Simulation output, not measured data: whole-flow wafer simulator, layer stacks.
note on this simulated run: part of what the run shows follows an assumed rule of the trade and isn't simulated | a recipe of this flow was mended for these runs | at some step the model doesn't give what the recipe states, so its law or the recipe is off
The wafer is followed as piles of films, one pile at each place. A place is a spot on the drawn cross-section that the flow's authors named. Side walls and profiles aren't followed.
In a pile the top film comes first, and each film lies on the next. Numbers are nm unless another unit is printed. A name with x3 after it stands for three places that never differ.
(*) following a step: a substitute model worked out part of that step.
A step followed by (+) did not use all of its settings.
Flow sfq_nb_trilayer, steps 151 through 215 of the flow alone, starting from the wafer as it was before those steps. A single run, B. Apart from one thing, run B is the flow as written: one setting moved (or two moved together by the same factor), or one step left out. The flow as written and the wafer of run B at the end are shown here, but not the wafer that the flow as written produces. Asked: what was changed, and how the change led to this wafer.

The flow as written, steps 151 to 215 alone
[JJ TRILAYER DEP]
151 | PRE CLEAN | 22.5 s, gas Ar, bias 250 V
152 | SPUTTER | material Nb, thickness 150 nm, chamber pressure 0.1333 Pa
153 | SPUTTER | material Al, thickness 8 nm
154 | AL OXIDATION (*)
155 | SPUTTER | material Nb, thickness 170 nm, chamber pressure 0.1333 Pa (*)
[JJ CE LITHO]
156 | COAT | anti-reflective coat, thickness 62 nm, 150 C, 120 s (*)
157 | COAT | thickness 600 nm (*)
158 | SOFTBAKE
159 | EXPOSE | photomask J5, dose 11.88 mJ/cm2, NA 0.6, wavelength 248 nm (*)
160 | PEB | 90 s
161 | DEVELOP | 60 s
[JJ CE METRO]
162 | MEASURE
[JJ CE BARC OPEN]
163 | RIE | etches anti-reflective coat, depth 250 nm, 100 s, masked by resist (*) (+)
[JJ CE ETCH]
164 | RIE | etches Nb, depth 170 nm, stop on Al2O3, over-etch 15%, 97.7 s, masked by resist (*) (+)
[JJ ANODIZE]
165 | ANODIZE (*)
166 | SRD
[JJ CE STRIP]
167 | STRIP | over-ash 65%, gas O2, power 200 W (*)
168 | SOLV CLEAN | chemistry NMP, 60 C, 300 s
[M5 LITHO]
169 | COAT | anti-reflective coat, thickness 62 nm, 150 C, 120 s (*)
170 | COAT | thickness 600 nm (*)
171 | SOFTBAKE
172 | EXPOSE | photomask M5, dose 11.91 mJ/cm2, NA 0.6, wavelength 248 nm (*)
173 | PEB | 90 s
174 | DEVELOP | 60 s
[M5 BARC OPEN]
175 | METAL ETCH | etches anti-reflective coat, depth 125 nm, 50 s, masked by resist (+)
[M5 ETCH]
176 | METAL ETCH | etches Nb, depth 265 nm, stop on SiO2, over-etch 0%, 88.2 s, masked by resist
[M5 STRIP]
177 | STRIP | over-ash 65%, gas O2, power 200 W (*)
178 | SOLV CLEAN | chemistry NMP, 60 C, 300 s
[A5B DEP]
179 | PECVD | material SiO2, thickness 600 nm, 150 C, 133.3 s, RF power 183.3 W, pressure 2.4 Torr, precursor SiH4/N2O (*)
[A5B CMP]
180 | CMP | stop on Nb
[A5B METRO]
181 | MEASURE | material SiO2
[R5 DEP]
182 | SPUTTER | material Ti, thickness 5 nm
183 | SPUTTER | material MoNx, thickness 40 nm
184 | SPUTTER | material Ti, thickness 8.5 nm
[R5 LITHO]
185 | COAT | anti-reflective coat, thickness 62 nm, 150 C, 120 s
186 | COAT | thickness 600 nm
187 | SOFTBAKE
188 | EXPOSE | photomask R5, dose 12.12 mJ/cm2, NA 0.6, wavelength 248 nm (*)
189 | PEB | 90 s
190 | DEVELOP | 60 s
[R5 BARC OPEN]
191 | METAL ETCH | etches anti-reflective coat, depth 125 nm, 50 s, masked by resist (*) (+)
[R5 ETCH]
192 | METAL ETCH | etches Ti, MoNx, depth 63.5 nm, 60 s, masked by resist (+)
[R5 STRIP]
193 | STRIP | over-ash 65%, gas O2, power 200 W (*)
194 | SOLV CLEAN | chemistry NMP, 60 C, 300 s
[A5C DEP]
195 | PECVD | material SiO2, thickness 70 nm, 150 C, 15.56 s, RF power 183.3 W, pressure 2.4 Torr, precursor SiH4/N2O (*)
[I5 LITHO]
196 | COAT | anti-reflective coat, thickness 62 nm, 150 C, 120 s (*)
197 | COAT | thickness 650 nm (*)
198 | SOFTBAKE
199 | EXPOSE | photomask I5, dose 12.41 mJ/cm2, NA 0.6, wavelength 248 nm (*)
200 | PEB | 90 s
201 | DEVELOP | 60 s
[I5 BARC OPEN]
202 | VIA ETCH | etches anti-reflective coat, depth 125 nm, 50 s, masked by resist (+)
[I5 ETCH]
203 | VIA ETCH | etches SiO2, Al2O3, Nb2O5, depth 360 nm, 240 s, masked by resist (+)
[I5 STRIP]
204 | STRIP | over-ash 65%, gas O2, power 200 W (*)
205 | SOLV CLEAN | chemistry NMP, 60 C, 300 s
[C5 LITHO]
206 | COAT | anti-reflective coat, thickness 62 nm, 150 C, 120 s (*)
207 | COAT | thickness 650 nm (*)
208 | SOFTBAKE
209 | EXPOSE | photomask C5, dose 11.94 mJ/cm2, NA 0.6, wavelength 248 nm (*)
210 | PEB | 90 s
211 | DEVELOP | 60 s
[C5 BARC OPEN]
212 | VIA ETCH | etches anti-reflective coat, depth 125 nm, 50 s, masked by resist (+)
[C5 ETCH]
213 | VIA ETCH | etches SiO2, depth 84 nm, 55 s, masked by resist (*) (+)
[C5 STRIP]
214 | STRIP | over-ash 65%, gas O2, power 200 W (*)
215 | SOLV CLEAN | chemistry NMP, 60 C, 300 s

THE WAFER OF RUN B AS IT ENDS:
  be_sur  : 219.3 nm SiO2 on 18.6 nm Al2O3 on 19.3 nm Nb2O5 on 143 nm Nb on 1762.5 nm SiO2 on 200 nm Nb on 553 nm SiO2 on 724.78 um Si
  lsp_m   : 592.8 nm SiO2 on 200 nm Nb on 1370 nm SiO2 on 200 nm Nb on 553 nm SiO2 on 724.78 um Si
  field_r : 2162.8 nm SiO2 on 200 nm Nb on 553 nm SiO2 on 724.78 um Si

Cause: step 153, SPUTTER: thickness 11.6 nm was run, though the flow has thickness 8 nm.

Step by step, how the change led to this:
  153 | SPUTTER | material Al, thickness 8 nm
      field_l, v_sur, via_sp and 100 more: Al gains 11.6 (new film) (it would be, as written: Al gains 8 (new film))
      via_wl, via_wr: Al gains 7.44 (new film) (it would be, as written: Al gains 5.13 (new film))
      (as well as at 1 more place)
  165 | ANODIZE (*)
      field_l, v_sur, via_sp and 96 more: Al2O3 gains 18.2, Nb2O5 gains 19.3 (new film), Al loses 11 (all of it), Nb loses 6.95 (it would be, as written: Al2O3 gains 12.2, Nb2O5 gains 29.9 (new film), Al loses 7.42 (all of it), Nb loses 10.8)
      via_wl, via_wr: Al2O3 gains 11.3 (new film), Nb2O5 gains 32.4 (new film), Al loses 6.86 (all of it), Nb loses 11.7 (it would be, as written: Al2O3 gains 7.51 (new film), Nb2O5 gains 39.2 (new film), Al loses 4.55 (all of it), Nb loses 14.1)
      (as well as at 1 more place)
  169 | COAT | anti-reflective coat, thickness 62 nm, 150 C, 120 s (*)
      ce_l: anti-reflective coat gains 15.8 (new film) (it would be, as written: anti-reflective coat gains 17.1 (new film))
  176 | METAL ETCH | etches Nb, depth 265 nm, stop on SiO2, over-etch 0%, 88.2 s, masked by resist
      field_l, res, r_end and 47 more: Al2O3 loses 18.5 (all of it), Nb2O5 loses 19.3 (all of it), Nb loses 143 (all of it), SiO2 loses 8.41 (it would be, as written: Al2O3 loses 12.6 (all of it), Nb2O5 loses 29.9 (all of it), Nb loses 139.2 (all of it), SiO2 loses 8.33)
      r_sur, wl_a_sl, wl_a_m6: Al2O3 loses 18.5 (all of it), Nb2O5 loses 19.3 (all of it), Nb loses 143 (all of it), SiO2 loses 8.41 (it would be, as written: Al2O3 loses 12.5 (all of it), Nb2O5 loses 29.9 (all of it), Nb loses 139.2 (all of it), SiO2 loses 8.33)
  177 | STRIP | over-ash 65%, gas O2, power 200 W (*)
      ce_l: KrF-resist-other-grade loses 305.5 (all of it), anti-reflective coat loses 15.8 (all of it) (it would be, as written: KrF-resist-other-grade loses 307.2 (all of it), anti-reflective coat loses 17.1 (all of it))
  203 | VIA ETCH | etches SiO2, Al2O3, Nb2O5, depth 360 nm, 240 s, masked by resist (+)
      be: SiO2 loses 219 (all of it), Al2O3 loses 18.6 (all of it), Nb2O5 loses 19.3 (all of it), Nb loses 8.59 (it would be, as written: SiO2 loses 214.5 (all of it), Al2O3 loses 12.7 (all of it), Nb2O5 loses 29.9 (all of it), Nb loses 8.57)
